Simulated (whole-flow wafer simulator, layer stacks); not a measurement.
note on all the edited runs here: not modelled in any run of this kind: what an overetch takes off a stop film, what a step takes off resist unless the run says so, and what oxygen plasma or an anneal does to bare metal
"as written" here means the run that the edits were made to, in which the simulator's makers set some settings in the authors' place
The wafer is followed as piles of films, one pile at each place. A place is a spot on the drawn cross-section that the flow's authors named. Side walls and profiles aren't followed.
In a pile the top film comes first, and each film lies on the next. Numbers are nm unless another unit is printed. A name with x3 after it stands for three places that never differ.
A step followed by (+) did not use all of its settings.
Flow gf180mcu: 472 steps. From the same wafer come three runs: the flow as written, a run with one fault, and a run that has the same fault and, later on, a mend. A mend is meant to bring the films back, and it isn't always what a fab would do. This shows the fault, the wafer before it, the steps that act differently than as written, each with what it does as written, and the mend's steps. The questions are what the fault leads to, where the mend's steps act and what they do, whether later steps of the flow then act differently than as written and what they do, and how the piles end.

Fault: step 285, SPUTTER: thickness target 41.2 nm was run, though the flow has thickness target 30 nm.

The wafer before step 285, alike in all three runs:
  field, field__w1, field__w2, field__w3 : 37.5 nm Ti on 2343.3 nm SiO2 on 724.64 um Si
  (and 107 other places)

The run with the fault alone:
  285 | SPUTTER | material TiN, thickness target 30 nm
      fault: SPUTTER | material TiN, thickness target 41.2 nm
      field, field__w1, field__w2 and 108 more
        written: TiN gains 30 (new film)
        fault: TiN gains 41.2 (new film)
  Later steps of the flow acting differently than as written:
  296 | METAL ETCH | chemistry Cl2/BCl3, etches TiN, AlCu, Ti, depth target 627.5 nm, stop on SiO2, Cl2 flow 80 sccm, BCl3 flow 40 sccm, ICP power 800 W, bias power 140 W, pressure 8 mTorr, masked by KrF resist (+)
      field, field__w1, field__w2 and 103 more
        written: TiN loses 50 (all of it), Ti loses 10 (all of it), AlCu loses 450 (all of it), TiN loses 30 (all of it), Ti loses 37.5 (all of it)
        fault: TiN loses 50 (all of it), Ti loses 10 (all of it), AlCu loses 450 (all of it), TiN loses 41.2 (all of it), Ti loses 37.5 (all of it)
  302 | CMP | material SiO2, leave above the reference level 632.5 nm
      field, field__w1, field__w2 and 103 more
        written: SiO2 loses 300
        fault: SiO2 loses 288.8
  The piles end different from the flow's at field__w8, contact, m1, m1__w1, m1_nw by more than 2% or 0.5 nm, whichever is larger.
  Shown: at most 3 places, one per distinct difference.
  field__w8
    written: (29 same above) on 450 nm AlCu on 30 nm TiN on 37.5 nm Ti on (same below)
    fault: (29 same above) on 450 nm AlCu on 41.2 nm TiN on 37.5 nm Ti on (same below)
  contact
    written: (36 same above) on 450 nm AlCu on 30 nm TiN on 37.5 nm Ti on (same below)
    fault: (36 same above) on 450 nm AlCu on 41.2 nm TiN on 37.5 nm Ti on (same below)

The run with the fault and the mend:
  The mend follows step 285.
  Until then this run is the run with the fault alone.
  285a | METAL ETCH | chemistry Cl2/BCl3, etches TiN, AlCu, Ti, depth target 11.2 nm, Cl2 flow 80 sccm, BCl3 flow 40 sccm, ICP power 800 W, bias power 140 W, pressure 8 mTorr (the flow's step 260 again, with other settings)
      field, field__w1, field__w2 and 108 more
        TiN loses 11.2
  Later steps of the flow that are run all act as written at every place that is followed.
  By the end, the piles equal the flow's at every place that both follow.
